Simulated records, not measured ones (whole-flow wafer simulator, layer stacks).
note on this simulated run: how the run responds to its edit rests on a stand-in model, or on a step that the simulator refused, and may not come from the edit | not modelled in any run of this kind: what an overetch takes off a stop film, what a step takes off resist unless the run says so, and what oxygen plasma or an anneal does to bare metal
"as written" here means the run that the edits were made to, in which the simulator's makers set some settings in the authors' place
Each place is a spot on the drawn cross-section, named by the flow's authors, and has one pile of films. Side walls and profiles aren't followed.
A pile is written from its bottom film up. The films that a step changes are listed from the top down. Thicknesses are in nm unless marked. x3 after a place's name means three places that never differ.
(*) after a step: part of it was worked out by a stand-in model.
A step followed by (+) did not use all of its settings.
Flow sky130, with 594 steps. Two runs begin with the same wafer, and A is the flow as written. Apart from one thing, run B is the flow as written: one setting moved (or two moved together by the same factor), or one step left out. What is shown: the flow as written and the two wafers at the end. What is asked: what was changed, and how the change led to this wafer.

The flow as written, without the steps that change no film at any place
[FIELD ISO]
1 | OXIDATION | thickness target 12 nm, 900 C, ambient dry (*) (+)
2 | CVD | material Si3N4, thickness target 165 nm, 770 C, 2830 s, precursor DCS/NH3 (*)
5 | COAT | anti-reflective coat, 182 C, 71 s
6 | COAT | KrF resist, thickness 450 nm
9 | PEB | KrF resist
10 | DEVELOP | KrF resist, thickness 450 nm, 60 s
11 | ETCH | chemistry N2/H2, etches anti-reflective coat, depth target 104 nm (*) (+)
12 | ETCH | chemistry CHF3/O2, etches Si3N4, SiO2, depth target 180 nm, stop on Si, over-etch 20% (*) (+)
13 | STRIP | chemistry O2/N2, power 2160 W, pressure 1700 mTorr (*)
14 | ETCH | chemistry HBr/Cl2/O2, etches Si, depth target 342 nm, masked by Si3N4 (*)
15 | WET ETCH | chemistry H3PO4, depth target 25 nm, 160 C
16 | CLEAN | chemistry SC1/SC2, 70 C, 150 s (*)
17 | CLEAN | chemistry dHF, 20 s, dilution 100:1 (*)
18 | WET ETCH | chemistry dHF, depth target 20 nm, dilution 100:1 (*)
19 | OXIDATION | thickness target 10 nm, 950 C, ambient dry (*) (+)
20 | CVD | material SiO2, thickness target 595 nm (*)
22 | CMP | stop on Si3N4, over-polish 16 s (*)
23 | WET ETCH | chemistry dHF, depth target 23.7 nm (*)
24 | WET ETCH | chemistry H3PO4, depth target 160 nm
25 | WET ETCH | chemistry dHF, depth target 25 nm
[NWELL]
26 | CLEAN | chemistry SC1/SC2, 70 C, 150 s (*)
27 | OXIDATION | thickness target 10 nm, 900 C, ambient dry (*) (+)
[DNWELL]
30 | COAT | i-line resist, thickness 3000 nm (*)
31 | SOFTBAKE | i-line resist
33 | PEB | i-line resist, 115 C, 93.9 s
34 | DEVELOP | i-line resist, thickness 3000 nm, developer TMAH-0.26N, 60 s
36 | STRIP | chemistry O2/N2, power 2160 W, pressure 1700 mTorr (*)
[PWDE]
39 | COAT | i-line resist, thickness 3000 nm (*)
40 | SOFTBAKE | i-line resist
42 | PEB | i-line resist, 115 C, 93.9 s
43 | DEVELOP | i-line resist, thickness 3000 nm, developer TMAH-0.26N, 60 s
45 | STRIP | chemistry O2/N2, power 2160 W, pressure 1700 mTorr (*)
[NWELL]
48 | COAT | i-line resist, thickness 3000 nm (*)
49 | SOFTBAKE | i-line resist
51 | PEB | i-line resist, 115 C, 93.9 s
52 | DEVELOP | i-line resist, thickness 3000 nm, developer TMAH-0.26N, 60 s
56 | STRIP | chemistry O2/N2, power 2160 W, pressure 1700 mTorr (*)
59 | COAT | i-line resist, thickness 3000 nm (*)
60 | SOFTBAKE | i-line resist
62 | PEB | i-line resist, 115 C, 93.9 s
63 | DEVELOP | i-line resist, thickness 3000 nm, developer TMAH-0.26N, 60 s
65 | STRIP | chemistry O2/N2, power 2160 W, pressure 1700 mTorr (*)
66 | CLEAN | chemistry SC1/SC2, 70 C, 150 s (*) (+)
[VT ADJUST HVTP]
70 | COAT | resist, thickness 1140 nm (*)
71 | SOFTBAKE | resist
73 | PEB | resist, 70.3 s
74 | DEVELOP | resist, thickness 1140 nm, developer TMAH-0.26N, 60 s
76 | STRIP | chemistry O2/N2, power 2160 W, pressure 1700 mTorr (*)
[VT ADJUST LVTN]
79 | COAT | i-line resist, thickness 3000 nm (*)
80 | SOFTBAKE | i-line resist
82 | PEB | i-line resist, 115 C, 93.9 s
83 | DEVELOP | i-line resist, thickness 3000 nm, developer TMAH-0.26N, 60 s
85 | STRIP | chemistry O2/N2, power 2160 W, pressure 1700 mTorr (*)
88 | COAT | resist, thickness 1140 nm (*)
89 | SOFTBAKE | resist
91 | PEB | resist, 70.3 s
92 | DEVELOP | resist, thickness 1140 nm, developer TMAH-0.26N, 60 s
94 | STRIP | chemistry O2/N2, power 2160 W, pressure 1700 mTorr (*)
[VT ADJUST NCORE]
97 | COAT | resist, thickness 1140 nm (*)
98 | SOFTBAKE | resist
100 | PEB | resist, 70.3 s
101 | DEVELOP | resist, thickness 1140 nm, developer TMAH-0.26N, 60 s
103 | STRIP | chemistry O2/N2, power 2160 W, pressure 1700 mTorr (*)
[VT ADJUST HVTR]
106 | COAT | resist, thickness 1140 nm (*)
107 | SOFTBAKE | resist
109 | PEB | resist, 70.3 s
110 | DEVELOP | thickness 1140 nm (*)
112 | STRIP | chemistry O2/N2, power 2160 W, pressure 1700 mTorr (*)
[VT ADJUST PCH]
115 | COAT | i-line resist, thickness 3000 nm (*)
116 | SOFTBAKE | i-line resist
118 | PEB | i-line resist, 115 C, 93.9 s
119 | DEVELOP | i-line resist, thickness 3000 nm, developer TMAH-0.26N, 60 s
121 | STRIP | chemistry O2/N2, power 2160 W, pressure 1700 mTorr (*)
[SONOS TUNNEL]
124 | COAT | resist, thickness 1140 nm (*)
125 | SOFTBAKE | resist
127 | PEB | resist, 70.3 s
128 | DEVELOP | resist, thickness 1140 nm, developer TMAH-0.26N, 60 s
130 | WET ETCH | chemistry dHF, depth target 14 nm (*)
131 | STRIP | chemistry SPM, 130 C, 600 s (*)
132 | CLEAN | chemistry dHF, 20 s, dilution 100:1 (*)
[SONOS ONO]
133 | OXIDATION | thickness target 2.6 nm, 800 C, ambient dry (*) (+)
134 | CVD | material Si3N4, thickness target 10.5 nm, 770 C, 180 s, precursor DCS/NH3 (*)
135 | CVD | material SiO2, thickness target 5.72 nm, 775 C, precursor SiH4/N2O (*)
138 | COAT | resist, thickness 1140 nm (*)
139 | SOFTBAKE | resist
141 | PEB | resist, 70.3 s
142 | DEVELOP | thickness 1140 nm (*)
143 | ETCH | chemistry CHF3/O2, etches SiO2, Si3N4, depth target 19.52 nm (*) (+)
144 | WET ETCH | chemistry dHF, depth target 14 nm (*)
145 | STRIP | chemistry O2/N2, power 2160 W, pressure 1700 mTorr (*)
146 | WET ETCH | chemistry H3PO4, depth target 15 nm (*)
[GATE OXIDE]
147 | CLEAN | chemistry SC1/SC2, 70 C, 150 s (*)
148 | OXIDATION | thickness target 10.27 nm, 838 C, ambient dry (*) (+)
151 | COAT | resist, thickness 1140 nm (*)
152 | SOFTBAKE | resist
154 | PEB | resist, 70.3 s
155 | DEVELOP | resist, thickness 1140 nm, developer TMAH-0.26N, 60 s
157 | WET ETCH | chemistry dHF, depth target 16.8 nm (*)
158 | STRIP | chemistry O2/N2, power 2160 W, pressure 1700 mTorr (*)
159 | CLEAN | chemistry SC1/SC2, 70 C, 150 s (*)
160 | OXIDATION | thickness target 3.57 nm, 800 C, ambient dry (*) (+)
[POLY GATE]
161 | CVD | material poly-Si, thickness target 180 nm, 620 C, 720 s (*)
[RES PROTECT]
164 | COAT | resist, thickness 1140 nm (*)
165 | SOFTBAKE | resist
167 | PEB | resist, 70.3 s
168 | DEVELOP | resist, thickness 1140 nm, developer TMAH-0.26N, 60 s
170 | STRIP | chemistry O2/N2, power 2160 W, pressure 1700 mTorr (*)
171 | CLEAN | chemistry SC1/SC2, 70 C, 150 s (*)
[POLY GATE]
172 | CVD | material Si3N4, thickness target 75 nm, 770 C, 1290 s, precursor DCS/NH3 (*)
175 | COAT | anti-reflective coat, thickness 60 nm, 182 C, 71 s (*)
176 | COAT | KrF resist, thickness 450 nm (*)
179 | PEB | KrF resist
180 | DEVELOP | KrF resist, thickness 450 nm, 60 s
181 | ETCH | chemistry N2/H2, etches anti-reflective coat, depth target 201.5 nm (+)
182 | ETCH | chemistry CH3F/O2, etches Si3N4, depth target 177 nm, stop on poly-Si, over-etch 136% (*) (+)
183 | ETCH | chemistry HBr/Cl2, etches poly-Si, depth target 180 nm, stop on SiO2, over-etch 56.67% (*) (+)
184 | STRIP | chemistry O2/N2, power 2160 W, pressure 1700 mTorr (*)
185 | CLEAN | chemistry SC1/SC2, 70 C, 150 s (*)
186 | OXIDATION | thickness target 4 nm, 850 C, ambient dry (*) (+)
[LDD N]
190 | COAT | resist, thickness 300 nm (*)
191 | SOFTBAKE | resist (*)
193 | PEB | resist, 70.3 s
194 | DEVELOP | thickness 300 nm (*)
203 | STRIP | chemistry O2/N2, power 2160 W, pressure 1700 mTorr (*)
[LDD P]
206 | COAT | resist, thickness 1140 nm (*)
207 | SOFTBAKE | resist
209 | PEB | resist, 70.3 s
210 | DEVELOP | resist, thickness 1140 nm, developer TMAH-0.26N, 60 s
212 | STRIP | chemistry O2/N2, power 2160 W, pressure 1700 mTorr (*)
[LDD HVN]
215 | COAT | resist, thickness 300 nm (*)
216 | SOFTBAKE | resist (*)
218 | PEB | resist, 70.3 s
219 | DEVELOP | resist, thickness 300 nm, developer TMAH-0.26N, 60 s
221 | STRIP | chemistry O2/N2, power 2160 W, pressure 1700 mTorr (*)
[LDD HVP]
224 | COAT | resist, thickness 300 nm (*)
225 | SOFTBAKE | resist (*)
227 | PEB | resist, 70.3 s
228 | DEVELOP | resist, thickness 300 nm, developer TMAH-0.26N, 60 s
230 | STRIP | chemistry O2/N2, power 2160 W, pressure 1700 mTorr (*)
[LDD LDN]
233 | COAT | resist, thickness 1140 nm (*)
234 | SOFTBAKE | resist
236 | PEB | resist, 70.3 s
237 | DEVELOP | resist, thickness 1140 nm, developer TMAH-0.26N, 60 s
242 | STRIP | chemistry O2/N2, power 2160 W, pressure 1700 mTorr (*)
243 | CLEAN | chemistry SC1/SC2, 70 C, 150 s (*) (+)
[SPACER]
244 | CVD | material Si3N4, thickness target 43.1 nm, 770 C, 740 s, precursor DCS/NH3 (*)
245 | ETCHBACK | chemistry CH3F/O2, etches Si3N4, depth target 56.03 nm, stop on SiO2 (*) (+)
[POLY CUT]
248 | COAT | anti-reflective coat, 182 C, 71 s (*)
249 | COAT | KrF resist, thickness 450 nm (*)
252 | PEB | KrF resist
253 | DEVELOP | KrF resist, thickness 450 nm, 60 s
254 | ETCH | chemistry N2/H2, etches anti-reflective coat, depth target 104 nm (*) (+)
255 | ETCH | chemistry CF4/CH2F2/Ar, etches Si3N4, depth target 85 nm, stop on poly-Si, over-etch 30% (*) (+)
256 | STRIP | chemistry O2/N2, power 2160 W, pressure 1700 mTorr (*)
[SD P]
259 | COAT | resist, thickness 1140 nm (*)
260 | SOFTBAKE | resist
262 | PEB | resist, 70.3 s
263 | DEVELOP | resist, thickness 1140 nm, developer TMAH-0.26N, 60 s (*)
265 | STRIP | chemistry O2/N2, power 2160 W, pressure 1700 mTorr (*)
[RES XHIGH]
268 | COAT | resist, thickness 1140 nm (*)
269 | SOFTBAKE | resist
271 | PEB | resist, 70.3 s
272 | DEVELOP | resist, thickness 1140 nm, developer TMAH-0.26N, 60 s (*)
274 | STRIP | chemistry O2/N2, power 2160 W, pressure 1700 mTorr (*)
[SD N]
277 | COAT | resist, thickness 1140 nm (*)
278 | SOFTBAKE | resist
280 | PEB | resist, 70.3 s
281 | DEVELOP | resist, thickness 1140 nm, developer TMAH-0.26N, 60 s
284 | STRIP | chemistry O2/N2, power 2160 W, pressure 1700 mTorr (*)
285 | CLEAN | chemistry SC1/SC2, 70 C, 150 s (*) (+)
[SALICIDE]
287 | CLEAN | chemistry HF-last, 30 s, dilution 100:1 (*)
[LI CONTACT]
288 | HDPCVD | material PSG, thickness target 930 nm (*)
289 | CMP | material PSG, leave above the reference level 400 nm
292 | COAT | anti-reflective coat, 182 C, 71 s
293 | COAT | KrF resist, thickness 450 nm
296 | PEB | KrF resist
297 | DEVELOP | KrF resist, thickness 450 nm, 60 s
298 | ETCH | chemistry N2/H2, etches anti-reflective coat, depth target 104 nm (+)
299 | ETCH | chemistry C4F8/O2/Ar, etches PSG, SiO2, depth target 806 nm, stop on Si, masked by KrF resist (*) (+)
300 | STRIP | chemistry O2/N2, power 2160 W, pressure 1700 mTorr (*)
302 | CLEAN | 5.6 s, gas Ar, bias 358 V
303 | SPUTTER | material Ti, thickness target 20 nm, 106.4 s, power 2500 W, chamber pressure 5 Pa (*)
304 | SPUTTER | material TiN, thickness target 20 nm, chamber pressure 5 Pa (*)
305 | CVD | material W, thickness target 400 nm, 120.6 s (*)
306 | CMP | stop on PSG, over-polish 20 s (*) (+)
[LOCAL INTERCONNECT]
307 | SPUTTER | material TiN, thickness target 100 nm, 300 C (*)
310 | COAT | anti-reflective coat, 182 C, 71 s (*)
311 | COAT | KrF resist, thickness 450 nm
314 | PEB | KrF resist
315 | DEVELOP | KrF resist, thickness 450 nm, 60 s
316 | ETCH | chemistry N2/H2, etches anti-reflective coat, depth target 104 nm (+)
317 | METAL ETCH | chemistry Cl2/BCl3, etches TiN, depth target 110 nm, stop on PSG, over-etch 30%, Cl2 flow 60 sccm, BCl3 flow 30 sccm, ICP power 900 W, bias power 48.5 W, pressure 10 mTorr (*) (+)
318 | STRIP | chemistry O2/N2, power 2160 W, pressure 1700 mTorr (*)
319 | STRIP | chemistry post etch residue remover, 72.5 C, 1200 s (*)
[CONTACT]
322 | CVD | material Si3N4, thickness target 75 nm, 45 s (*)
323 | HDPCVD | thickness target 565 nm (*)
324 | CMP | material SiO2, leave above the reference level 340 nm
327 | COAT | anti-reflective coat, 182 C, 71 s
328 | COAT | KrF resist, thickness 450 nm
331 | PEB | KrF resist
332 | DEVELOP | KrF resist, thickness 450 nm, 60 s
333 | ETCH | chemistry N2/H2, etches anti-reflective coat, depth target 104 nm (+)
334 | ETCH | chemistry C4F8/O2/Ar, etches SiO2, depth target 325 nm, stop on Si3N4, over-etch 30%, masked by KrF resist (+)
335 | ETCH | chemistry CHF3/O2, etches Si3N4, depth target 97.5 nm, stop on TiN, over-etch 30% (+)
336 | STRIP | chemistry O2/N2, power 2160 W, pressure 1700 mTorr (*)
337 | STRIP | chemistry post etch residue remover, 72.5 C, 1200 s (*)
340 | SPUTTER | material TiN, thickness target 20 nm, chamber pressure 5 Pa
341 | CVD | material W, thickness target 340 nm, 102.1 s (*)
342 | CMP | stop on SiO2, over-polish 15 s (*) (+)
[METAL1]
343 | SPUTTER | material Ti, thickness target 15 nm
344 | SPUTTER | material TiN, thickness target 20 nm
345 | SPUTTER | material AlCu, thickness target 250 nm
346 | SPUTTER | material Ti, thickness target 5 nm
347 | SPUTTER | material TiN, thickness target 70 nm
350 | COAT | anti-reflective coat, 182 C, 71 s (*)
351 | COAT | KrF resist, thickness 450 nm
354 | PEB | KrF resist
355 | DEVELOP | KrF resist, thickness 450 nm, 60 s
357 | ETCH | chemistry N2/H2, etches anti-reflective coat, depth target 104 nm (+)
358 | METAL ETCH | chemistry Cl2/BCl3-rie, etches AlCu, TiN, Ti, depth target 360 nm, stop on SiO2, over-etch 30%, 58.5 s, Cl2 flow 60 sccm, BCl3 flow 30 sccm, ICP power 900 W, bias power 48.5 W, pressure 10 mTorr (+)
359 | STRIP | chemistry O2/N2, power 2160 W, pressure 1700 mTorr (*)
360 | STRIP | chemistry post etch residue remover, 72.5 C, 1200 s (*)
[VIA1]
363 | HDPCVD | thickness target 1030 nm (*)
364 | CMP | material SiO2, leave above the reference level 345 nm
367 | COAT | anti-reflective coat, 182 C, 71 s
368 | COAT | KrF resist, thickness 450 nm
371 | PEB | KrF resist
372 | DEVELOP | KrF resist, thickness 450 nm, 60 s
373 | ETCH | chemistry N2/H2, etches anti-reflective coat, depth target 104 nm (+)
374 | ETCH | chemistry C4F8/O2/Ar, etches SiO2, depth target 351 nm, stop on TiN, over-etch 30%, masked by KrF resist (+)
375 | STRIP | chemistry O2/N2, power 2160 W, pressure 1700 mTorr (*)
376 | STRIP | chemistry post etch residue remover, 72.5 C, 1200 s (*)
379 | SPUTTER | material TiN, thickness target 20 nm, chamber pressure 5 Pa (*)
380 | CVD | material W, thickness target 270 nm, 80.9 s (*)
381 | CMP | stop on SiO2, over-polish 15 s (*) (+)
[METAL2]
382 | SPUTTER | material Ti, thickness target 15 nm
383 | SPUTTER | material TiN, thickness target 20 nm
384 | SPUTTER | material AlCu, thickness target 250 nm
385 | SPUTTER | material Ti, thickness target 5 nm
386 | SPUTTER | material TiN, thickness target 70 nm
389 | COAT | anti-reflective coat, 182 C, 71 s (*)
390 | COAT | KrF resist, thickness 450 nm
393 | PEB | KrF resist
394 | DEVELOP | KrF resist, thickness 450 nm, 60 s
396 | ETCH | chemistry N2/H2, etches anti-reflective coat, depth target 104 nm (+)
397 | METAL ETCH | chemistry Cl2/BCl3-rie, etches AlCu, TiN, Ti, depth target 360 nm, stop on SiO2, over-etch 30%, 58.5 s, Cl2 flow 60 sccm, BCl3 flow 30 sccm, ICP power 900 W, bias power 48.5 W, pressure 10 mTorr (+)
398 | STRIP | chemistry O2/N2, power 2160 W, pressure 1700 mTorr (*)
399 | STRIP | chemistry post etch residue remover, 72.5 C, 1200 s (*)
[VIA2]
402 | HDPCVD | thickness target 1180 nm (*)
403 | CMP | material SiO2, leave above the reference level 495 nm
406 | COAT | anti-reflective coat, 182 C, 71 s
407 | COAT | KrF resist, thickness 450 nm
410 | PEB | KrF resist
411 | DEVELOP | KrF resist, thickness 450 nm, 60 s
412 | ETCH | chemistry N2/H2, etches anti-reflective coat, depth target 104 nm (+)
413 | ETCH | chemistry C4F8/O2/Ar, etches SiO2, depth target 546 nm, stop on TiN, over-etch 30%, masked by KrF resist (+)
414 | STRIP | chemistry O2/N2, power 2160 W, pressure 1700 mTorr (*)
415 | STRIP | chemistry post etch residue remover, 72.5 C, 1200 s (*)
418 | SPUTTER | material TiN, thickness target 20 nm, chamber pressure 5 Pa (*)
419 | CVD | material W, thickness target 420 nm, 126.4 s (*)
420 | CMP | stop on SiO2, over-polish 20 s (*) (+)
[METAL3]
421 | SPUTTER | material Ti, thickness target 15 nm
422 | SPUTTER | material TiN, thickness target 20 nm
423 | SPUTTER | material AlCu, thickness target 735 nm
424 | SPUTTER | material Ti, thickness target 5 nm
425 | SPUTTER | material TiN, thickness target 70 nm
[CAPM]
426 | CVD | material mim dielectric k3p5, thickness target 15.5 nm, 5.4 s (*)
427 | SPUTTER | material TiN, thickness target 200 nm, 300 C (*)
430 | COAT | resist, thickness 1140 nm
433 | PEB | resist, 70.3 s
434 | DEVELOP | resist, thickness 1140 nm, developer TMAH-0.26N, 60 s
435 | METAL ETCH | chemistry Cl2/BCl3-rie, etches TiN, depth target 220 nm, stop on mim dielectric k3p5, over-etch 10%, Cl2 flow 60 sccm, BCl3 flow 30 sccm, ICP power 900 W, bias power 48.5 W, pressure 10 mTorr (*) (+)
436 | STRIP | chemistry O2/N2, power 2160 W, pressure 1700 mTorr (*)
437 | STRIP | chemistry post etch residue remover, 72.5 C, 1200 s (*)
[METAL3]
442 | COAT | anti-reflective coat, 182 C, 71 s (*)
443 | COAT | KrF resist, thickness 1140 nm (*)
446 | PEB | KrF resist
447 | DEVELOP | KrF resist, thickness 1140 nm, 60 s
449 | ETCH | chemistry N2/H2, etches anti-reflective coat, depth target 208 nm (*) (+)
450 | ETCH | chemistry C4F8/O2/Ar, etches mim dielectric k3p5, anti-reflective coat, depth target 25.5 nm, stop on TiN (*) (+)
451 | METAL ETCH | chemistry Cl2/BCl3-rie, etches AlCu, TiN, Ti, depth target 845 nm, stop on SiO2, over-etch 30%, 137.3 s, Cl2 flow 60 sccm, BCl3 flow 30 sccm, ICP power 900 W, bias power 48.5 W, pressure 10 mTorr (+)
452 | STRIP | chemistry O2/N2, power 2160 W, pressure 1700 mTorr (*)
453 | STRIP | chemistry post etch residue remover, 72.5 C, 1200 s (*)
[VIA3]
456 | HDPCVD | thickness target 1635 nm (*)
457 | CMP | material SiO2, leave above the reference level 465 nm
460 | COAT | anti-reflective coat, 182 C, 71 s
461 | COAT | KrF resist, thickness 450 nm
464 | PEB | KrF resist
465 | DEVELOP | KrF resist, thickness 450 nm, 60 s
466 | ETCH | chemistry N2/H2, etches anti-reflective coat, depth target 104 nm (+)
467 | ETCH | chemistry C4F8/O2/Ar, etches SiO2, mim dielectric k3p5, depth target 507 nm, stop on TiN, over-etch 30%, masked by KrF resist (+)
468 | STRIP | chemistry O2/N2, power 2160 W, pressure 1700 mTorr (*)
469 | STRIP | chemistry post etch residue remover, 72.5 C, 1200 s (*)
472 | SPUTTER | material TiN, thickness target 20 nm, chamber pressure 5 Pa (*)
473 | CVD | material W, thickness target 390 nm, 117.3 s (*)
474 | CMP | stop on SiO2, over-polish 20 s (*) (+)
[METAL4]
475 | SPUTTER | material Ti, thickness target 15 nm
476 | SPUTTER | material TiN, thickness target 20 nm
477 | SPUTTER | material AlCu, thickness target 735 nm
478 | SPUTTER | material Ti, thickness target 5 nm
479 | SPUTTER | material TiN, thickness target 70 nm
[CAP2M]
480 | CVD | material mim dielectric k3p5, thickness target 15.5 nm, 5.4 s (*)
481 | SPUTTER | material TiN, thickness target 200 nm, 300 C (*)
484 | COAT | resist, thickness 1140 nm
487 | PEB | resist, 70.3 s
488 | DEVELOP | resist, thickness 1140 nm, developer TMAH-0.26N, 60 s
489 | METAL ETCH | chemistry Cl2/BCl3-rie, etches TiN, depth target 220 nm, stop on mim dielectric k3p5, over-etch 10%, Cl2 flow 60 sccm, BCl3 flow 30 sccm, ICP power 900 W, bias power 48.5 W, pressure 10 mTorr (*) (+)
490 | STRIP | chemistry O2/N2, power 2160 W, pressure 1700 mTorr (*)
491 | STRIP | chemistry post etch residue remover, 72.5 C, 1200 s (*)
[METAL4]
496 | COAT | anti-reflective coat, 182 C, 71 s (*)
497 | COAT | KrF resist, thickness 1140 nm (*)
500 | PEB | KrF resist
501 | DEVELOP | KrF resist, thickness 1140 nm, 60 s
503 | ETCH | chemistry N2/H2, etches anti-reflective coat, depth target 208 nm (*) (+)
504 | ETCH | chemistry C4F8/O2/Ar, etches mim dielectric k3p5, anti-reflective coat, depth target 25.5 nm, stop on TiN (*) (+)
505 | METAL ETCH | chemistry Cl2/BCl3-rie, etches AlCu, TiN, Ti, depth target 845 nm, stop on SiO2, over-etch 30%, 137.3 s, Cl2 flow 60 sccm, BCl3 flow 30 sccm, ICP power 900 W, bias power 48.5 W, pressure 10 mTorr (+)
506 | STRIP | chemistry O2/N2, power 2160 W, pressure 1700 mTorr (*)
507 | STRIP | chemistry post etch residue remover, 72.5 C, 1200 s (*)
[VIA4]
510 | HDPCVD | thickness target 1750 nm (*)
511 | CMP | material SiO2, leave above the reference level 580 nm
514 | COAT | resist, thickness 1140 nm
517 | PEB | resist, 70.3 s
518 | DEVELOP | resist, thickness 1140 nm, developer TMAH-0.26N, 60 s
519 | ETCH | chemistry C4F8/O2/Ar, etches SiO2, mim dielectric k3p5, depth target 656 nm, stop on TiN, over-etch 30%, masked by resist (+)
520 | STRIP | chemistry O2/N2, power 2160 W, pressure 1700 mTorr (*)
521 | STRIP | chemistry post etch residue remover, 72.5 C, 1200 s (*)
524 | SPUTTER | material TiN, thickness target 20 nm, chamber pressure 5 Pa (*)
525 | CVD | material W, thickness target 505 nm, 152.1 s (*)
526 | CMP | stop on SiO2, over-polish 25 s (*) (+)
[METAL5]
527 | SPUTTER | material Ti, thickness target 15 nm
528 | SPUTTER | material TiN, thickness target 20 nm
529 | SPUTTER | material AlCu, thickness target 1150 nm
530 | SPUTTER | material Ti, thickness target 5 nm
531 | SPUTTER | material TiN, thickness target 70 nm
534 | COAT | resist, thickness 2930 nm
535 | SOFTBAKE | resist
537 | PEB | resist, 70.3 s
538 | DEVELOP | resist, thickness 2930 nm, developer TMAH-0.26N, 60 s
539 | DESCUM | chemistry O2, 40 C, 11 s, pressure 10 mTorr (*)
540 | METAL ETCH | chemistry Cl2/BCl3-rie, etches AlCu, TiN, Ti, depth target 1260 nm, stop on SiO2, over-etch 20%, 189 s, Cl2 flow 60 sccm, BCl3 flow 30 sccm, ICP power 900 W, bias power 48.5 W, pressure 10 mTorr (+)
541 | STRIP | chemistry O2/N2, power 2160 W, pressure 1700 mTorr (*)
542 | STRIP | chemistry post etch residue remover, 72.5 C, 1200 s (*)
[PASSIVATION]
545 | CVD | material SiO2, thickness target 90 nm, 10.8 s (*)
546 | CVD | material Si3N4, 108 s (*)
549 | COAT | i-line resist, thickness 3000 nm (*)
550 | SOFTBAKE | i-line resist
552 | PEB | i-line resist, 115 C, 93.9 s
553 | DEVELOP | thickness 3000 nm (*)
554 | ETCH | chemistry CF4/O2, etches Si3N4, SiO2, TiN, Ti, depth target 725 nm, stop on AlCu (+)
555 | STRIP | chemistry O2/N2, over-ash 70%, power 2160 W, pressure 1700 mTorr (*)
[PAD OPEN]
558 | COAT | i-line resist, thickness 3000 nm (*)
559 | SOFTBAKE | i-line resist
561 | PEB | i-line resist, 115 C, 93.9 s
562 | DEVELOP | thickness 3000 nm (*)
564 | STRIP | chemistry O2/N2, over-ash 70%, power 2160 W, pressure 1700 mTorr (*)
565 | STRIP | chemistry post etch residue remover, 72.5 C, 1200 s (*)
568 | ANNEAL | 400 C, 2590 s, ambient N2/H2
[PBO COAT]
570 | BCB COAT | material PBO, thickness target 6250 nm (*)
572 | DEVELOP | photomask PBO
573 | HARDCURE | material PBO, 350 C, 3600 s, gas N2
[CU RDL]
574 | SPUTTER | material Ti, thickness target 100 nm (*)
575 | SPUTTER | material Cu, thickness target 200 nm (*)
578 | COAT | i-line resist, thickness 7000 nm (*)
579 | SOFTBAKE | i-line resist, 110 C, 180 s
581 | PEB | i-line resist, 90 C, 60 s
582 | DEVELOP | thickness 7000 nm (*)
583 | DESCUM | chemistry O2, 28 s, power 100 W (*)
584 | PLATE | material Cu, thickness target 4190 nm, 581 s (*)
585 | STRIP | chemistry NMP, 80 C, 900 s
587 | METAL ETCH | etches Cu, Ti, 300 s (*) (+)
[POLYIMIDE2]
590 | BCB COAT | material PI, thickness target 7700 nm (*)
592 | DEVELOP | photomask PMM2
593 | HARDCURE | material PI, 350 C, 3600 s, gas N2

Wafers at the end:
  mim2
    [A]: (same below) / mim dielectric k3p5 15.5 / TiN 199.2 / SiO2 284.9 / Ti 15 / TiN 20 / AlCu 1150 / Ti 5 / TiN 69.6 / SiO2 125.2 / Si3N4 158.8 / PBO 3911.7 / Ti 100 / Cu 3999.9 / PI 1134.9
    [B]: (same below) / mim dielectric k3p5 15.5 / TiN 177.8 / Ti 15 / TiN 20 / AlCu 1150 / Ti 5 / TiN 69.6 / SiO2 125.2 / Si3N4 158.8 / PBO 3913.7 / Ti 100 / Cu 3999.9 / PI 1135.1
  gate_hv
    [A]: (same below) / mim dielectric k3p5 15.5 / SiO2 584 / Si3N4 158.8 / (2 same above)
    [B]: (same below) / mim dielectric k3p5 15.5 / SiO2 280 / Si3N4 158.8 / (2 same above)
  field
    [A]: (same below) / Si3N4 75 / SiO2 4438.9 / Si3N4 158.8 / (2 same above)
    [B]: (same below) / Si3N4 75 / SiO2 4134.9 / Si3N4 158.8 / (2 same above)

Cause: step 511, CMP: leave above the reference level 276 nm was run, whereas the flow has leave above the reference level 580 nm.

Step by step, how the change led to this:
  511 | CMP | material SiO2, leave above the reference level 580 nm
      mim2: A -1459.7 SiO2 | B -1750 SiO2 (all of it), -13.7 TiN
      n_well, p_well, gate_hv and 99 more: A -1260.5 SiO2 | B -1564.5 SiO2
      (and at 90 other places as well)
  519 | ETCH | chemistry C4F8/O2/Ar, etches SiO2, mim dielectric k3p5, depth target 656 nm, stop on TiN, over-etch 30%, masked by resist (+)
      field, active, n_well and 188 more: A -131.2 resist | B -52.4 resist
      m1: A -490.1 SiO2 (all of it), -15.5 mim dielectric k3p5 (all of it) | B -186.1 SiO2 (all of it), -15.5 mim dielectric k3p5 (all of it)
      (and at 1 other place as well)
  520 | STRIP | chemistry O2/N2, power 2160 W, pressure 1700 mTorr (*)
      field, active, n_well and 188 more: A -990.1 resist (all of it) | B -1068.9 resist (all of it)
  524 | SPUTTER | material TiN, thickness target 20 nm, chamber pressure 5 Pa (*)
      mim2: A +20 TiN (new film) | B +20 TiN
      m1, via4_hole: A +15.3 TiN | B +17.7 TiN
  525 | CVD | material W, thickness target 505 nm, 152.1 s (*)
      m1: A +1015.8 W (new film) | B +512.6 W (new film)
      via4_hole: A +1015.2 W (new film) | B +513.8 W (new film)
  526 | CMP | stop on SiO2, over-polish 25 s (*) (+)
      mim2: A -505 W (all of it), -20 TiN (all of it), -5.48 SiO2 | B -505 W (all of it), -27.3 TiN
      m1: A -532.7 W | B -335.9 W
      (and at 1 other place as well)
Taking metal films that touch as one body, mim2 has 7 bodies (between them, from the top down: PBO 3913.7 / Si3N4 158.8 / SiO2 125.2; mim dielectric k3p5 15.5; SiO2 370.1 / mim dielectric k3p5 15.5; SiO2 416; SiO2 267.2; SiO2 261.8 / Si3N4 75); the flow as written gives 8 bodies (between them, from the top down: PBO 3911.7 / Si3N4 158.8 / SiO2 125.2; SiO2 284.9; mim dielectric k3p5 15.5; SiO2 370.1 / mim dielectric k3p5 15.5; SiO2 416; SiO2 267.2; SiO2 261.8 / Si3N4 75).
